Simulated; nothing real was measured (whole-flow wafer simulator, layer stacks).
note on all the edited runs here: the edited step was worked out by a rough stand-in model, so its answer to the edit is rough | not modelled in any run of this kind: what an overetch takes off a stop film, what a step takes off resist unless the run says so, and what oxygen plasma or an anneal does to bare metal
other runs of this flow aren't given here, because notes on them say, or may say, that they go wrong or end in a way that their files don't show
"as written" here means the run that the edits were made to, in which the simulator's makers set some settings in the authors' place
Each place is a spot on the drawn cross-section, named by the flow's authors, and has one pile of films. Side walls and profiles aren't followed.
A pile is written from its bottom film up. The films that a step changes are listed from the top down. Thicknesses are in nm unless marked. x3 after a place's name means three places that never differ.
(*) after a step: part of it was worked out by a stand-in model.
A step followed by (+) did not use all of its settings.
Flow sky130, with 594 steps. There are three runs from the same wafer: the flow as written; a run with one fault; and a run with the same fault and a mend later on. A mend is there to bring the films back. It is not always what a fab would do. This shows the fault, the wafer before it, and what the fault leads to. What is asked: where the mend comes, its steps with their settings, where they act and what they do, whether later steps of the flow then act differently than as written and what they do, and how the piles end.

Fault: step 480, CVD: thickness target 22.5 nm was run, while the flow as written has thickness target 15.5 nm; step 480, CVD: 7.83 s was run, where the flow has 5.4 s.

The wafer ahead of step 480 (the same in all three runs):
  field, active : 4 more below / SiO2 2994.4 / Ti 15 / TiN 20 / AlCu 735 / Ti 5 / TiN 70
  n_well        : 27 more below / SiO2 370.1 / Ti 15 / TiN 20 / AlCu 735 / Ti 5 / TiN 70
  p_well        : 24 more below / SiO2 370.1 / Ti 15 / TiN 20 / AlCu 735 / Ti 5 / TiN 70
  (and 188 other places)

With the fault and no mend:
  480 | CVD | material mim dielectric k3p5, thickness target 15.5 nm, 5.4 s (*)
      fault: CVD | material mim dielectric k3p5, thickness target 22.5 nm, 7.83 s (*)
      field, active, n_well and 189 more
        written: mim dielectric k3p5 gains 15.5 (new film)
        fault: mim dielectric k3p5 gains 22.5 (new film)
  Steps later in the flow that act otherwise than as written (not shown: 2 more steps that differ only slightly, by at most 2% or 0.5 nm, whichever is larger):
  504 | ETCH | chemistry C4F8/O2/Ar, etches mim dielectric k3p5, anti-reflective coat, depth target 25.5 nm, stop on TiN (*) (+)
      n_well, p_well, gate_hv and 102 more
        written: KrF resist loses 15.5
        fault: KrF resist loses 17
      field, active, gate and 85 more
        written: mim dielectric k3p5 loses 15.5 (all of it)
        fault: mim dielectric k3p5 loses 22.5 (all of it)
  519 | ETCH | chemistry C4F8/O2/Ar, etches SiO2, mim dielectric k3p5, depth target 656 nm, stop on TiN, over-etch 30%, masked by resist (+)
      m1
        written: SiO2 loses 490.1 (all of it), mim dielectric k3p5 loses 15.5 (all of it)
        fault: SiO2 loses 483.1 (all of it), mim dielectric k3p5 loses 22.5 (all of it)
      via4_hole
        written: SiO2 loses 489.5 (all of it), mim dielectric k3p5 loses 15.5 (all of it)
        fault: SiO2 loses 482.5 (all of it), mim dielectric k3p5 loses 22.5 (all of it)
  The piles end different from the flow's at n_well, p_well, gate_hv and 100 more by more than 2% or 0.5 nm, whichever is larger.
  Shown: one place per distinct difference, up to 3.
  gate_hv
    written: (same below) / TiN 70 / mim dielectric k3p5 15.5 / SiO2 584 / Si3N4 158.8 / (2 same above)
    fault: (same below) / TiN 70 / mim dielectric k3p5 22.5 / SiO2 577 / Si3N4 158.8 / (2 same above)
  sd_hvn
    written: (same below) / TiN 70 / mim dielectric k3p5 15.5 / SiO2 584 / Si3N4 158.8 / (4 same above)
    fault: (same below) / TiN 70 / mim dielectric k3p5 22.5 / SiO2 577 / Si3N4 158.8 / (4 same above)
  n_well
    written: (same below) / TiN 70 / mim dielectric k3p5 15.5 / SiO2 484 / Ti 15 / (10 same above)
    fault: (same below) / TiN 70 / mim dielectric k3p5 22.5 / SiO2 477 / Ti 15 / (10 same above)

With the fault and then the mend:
  After step 480 comes the mend.
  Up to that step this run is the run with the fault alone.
  480a | ETCH | chemistry C4F8/O2/Ar, etches mim dielectric k3p5, anti-reflective coat, depth target 7 nm (*) (the flow's step 450 again, with other settings)
      field, active, n_well and 189 more
        mim dielectric k3p5 loses 7
  None of the later steps of the flow acts differently than as written at any place that is followed.
  By the end, the piles equal the flow's at every place that both follow.
